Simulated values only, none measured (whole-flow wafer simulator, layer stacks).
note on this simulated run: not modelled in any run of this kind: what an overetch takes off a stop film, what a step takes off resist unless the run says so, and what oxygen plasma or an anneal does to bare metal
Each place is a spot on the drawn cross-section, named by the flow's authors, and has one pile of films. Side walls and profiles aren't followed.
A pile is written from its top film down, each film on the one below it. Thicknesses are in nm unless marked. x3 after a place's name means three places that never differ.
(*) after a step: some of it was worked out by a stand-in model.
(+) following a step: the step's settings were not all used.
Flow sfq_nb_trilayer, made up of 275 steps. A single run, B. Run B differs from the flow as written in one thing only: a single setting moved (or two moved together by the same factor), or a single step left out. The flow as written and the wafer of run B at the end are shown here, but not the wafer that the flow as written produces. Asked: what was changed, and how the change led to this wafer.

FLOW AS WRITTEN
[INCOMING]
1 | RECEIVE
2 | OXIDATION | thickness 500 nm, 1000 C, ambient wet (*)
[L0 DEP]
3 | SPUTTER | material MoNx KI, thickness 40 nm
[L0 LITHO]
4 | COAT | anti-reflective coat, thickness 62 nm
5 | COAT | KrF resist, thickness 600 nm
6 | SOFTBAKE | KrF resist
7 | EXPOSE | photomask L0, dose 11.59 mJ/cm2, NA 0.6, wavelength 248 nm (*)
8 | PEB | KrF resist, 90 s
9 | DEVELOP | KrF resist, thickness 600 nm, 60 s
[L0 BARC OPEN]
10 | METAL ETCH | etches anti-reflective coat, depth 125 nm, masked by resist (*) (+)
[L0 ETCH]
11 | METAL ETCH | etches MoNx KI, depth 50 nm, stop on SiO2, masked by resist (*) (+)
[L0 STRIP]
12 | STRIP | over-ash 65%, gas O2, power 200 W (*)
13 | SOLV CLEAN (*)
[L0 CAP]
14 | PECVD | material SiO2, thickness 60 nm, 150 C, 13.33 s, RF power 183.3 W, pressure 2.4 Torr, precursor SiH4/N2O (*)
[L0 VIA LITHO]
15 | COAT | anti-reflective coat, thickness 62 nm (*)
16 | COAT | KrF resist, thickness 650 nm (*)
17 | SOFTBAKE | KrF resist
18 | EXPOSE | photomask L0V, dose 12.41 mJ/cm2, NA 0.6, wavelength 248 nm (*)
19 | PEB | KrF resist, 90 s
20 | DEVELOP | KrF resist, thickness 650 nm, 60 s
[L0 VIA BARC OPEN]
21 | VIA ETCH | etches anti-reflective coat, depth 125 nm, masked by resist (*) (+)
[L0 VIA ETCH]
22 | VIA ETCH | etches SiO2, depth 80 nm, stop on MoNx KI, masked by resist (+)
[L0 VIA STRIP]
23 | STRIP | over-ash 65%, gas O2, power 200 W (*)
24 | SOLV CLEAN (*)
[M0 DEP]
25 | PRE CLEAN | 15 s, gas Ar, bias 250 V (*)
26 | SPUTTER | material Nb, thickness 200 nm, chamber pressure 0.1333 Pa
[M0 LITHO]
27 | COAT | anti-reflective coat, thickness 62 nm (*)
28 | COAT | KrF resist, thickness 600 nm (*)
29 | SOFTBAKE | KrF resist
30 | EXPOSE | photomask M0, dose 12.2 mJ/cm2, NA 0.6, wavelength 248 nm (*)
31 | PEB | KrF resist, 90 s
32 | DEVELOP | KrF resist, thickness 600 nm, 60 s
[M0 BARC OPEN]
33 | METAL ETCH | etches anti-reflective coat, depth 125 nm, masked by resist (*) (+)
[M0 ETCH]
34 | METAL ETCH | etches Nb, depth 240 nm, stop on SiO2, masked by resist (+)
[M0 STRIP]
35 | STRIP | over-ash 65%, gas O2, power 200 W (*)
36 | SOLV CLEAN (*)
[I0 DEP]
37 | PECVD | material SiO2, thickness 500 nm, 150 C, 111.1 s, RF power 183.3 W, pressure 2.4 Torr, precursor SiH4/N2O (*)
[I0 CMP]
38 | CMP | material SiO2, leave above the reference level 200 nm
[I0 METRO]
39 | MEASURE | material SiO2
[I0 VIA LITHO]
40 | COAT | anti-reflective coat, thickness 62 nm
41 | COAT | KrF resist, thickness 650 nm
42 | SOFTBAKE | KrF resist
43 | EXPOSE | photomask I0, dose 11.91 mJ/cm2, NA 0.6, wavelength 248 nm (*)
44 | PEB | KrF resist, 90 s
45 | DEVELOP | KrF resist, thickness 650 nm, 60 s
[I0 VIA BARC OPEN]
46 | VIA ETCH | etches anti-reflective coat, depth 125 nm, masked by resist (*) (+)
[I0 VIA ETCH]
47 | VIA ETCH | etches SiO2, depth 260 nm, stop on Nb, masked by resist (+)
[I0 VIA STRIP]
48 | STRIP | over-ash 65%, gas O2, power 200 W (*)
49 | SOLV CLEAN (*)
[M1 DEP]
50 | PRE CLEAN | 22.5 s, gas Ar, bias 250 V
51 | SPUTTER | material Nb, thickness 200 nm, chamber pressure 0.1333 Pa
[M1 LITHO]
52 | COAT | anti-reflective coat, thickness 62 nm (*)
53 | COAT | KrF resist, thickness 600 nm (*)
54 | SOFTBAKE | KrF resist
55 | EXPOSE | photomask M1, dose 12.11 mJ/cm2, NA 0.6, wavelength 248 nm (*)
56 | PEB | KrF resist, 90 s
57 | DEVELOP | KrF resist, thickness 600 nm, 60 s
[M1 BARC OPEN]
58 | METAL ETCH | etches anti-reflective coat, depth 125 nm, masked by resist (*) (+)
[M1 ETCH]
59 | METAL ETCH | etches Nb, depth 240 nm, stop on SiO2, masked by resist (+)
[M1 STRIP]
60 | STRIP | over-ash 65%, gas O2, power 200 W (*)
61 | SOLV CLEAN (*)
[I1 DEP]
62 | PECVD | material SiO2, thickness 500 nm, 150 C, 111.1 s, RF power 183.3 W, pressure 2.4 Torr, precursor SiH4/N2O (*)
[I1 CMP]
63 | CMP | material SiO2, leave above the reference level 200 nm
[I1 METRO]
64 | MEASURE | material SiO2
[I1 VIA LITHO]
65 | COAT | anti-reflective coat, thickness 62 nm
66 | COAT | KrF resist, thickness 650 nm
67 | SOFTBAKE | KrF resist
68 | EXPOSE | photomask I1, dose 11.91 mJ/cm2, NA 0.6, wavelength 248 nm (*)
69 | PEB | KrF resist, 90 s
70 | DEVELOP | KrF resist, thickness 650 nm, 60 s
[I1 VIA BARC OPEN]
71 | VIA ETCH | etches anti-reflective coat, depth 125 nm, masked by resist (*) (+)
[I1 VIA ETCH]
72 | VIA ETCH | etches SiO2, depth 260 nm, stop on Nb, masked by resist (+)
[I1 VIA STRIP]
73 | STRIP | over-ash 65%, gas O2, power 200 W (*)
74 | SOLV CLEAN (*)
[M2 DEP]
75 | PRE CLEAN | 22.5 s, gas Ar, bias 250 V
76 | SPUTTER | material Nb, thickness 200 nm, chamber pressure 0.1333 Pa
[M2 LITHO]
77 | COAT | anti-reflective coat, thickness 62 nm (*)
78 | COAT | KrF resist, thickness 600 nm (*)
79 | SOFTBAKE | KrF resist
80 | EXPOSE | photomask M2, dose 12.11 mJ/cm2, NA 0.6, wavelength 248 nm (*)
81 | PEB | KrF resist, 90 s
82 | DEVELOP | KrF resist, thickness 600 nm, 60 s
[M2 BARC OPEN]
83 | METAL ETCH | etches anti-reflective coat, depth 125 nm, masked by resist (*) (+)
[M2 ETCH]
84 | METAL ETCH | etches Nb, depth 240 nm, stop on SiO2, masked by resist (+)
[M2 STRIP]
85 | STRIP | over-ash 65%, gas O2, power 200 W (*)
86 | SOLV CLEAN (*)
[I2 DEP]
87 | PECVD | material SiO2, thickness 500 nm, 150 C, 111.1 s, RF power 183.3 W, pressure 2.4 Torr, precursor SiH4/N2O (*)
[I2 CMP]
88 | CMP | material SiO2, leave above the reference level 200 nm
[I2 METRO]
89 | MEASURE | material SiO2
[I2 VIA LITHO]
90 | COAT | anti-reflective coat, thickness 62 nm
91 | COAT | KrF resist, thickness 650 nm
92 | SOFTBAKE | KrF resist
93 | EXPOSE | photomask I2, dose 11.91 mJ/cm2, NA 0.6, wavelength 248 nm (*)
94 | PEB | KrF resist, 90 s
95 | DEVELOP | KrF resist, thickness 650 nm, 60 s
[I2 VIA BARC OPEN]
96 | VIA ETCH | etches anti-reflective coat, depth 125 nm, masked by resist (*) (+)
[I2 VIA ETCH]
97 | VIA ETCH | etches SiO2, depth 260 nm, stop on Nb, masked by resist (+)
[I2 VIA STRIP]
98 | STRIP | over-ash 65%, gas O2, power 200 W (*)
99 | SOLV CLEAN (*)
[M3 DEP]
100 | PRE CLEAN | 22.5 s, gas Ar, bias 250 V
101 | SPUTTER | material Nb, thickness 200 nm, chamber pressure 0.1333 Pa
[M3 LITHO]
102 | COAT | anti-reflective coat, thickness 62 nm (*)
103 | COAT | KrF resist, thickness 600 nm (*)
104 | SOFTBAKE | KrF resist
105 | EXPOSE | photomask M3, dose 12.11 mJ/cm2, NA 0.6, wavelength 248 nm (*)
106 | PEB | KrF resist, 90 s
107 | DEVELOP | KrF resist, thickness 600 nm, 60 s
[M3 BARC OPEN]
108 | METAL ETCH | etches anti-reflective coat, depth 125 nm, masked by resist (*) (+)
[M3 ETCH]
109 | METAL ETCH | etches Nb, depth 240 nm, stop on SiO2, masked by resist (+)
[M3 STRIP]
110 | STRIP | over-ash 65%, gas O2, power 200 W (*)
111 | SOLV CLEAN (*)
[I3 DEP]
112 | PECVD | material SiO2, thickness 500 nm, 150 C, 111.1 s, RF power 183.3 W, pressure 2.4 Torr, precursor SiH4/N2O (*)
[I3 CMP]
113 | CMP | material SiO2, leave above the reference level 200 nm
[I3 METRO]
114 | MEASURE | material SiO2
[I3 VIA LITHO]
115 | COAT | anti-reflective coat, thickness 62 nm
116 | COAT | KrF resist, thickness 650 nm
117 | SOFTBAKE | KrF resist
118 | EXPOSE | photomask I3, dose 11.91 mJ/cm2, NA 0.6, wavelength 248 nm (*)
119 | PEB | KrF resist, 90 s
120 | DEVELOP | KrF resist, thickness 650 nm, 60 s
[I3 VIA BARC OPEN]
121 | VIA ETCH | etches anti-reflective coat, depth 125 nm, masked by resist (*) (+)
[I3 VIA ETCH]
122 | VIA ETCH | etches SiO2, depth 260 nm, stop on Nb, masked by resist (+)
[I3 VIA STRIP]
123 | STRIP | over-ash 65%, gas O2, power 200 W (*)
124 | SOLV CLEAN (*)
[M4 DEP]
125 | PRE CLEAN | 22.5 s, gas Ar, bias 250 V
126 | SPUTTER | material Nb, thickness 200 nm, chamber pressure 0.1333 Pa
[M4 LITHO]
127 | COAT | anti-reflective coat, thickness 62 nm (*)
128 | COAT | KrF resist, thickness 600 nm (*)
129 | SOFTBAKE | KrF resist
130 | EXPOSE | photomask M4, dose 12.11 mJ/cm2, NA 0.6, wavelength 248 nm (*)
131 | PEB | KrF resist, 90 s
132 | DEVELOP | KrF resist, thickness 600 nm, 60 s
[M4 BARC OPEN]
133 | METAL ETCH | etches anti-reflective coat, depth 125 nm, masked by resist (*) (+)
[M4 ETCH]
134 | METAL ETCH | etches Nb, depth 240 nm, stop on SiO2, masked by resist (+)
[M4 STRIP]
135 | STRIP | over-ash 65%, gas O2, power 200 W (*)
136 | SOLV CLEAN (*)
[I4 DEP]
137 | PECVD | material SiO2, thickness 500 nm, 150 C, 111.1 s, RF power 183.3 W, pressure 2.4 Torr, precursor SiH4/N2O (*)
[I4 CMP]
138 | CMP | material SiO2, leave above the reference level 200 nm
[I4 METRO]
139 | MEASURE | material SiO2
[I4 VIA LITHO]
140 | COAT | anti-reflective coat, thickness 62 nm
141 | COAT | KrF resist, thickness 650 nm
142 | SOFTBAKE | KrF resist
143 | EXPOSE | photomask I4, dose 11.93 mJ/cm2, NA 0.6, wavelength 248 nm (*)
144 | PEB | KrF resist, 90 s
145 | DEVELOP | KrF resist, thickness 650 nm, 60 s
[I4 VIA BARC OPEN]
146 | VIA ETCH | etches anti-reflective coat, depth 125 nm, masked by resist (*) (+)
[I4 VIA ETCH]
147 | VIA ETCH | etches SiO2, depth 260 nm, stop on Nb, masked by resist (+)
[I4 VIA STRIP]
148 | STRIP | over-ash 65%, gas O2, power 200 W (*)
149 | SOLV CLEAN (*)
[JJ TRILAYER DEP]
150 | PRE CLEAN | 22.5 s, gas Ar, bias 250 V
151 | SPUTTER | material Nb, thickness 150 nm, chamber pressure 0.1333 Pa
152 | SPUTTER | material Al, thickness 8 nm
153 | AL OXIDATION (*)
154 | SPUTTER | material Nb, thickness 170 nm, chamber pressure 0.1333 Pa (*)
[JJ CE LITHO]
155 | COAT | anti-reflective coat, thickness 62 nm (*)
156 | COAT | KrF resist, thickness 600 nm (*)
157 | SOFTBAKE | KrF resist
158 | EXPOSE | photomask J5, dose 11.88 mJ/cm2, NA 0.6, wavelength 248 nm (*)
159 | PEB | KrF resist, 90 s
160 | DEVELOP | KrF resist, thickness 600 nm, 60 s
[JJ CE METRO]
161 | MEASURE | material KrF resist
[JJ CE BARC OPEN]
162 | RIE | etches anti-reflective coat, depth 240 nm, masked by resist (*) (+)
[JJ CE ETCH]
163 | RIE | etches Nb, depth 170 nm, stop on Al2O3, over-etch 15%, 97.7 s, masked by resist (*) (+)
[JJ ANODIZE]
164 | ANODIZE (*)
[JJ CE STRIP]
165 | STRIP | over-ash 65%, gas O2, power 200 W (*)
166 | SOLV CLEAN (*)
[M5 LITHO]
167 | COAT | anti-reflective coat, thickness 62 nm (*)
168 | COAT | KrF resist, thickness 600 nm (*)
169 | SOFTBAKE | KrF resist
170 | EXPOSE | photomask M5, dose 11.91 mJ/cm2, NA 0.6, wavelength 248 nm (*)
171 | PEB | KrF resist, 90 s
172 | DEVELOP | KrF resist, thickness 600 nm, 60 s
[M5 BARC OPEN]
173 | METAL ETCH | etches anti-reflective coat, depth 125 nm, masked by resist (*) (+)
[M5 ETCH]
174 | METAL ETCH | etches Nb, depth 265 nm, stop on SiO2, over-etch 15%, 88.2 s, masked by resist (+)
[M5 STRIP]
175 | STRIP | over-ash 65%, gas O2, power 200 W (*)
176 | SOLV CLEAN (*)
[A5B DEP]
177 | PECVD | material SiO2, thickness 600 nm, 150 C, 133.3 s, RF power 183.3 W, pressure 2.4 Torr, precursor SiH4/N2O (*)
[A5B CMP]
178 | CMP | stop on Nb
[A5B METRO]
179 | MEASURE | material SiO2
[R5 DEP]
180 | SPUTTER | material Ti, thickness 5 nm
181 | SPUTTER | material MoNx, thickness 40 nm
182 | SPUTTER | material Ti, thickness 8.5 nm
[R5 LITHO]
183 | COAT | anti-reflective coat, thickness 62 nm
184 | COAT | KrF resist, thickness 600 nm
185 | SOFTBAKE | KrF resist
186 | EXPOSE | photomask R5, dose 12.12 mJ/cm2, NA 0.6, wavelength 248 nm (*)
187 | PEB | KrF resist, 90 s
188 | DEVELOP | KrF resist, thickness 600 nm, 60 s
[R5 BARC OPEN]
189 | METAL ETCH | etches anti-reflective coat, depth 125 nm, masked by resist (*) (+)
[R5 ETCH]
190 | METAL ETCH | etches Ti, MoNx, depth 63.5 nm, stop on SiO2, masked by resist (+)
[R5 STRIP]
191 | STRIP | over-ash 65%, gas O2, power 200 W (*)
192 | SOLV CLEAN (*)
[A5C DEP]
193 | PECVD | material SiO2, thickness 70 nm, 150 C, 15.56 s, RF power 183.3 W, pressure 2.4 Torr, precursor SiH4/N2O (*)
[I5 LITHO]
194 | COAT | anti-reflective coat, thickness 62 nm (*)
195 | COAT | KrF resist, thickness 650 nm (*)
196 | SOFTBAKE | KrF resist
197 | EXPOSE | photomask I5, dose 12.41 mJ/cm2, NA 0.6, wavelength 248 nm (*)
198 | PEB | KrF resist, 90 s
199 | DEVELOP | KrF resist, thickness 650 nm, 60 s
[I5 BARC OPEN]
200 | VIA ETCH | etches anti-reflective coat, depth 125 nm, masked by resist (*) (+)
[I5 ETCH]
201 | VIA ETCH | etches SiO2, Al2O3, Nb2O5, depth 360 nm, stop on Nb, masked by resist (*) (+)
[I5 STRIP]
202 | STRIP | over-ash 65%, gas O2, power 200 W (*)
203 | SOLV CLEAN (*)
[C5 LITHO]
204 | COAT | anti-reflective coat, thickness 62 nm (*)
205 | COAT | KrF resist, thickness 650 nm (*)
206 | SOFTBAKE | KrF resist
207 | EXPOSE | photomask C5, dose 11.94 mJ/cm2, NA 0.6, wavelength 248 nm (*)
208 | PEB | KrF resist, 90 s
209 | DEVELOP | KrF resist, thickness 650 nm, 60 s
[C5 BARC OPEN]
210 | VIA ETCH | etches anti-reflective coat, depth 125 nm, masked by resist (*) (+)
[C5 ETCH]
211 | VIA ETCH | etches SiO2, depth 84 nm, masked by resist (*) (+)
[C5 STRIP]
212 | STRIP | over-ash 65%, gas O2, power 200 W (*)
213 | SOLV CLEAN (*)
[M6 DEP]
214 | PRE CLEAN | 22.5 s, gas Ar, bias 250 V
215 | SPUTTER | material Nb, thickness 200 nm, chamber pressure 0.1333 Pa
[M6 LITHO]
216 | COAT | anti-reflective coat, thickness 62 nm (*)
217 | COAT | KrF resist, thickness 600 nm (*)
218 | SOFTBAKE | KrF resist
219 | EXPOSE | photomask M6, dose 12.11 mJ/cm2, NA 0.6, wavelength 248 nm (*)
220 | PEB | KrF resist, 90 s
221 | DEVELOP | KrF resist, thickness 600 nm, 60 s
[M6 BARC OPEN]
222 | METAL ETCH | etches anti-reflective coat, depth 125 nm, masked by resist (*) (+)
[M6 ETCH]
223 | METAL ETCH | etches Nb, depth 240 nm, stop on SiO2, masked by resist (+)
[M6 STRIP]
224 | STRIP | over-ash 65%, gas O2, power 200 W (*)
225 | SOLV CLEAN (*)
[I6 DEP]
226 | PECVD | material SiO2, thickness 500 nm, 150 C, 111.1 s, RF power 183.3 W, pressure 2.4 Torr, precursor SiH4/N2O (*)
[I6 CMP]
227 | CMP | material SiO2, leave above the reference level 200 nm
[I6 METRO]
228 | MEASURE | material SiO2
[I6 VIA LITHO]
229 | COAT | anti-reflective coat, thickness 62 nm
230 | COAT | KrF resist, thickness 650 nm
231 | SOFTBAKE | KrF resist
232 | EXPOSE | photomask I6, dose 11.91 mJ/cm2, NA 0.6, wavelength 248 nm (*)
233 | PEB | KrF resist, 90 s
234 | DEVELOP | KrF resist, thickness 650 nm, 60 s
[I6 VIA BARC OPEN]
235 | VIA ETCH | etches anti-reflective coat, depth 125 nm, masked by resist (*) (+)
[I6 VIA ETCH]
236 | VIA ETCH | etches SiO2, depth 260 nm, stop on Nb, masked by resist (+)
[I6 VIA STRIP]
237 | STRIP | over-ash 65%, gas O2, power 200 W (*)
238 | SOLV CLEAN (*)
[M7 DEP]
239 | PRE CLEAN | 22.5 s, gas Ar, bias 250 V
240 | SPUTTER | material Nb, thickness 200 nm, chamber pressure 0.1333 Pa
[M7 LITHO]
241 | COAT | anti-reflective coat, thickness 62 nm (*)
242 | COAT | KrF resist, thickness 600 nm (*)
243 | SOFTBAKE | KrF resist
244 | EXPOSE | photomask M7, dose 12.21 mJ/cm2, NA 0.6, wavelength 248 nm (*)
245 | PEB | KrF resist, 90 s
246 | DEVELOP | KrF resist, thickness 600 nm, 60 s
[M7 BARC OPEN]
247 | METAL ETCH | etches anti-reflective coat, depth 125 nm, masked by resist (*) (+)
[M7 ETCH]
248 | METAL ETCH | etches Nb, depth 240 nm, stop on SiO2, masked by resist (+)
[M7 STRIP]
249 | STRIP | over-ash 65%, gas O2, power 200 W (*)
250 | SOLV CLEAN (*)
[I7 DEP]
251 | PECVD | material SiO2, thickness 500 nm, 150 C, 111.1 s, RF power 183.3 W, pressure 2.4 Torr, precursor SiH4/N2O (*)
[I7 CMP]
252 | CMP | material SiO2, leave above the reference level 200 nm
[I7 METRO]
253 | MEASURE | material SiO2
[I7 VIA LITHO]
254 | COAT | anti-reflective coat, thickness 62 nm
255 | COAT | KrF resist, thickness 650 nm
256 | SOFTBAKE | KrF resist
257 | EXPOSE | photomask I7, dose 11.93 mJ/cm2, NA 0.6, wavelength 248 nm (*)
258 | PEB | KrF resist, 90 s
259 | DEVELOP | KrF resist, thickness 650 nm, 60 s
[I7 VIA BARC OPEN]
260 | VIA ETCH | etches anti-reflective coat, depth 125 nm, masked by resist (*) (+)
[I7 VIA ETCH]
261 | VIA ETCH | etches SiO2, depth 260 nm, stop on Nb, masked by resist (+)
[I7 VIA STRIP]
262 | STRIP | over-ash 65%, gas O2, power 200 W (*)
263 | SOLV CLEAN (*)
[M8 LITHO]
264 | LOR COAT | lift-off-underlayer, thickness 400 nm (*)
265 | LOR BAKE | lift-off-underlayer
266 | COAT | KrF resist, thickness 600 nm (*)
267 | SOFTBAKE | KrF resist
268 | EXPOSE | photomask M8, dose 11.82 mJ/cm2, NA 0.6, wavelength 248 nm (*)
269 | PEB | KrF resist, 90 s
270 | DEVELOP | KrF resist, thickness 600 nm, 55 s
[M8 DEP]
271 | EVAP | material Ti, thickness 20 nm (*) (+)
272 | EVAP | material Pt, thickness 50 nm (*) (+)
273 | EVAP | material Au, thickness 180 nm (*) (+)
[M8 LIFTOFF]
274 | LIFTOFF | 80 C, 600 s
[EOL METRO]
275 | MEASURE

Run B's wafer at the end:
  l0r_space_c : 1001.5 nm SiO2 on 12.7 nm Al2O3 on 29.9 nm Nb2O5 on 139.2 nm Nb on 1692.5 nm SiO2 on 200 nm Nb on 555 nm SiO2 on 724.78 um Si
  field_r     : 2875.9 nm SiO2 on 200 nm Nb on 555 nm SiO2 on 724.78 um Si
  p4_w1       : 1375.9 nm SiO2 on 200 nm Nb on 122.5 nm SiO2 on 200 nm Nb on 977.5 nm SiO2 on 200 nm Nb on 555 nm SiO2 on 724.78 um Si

The reason: step 113, CMP: leave above the reference level 130 nm was run, while the flow as written has leave above the reference level 200 nm.

How this came from the change, step by step:
  113 | CMP | material SiO2, leave above the reference level 200 nm
      field_l, be, be_sur and 64 more: SiO2 loses 170 (it would be, as written: SiO2 loses 100)
      v_sur, via_wl, via_wr and 27 more: SiO2 loses 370 (it would be, as written: SiO2 loses 300)
      (and at 9 other places as well)
  122 | VIA ETCH | etches SiO2, depth 260 nm, stop on Nb, masked by resist (+)
      field_l, v_sur, via_wl and 102 more: KrF resist loses 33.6 (it would be, as written: KrF resist loses 44.8)
      via_v: SiO2 loses 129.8 (all of it) (it would be, as written: SiO2 loses 199.8 (all of it))
  123 | STRIP | over-ash 65%, gas O2, power 200 W (*)
      field_l, v_sur, via_wl and 102 more: KrF resist loses 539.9 (all of it), anti-reflective coat loses 62 (all of it) (it would be, as written: KrF resist loses 528.6 (all of it), anti-reflective coat loses 62 (all of it))
  126 | SPUTTER | material Nb, thickness 200 nm, chamber pressure 0.1333 Pa
      via_v: Nb gains 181 (it would be, as written: Nb gains 165.5)
  127 | COAT | anti-reflective coat, thickness 62 nm (*)
      via_sp: anti-reflective coat gains 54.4 (new film) (it would be, as written: anti-reflective coat gains 53 (new film))
      via_v: anti-reflective coat gains 108.7 (new film) (it would be, as written: anti-reflective coat gains 124.8 (new film))
      (and at 1 other place as well)
  128 | COAT | KrF resist, thickness 600 nm (*)
      via_v: KrF resist gains 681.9 (new film) (it would be, as written: KrF resist gains 739.8 (new film))
  135 | STRIP | over-ash 65%, gas O2, power 200 W (*)
      via_sp: KrF resist loses 378.6 (all of it), anti-reflective coat loses 54.4 (all of it) (it would be, as written: KrF resist loses 373.9 (all of it), anti-reflective coat loses 53 (all of it))
      via_v: KrF resist loses 464.1 (all of it), anti-reflective coat loses 108.7 (all of it) (it would be, as written: KrF resist loses 521.8 (all of it), anti-reflective coat loses 124.8 (all of it))
      (and at 1 other place as well)
  137 | PECVD | material SiO2, thickness 500 nm, 150 C, 111.1 s, RF power 183.3 W, pressure 2.4 Torr, precursor SiH4/N2O (*)
      via_v: SiO2 gains 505 (new film) (it would be, as written: SiO2 gains 615 (new film))
  138 | CMP | material SiO2, leave above the reference level 200 nm
      via_v: SiO2 loses 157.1 (it would be, as written: SiO2 loses 181.6)
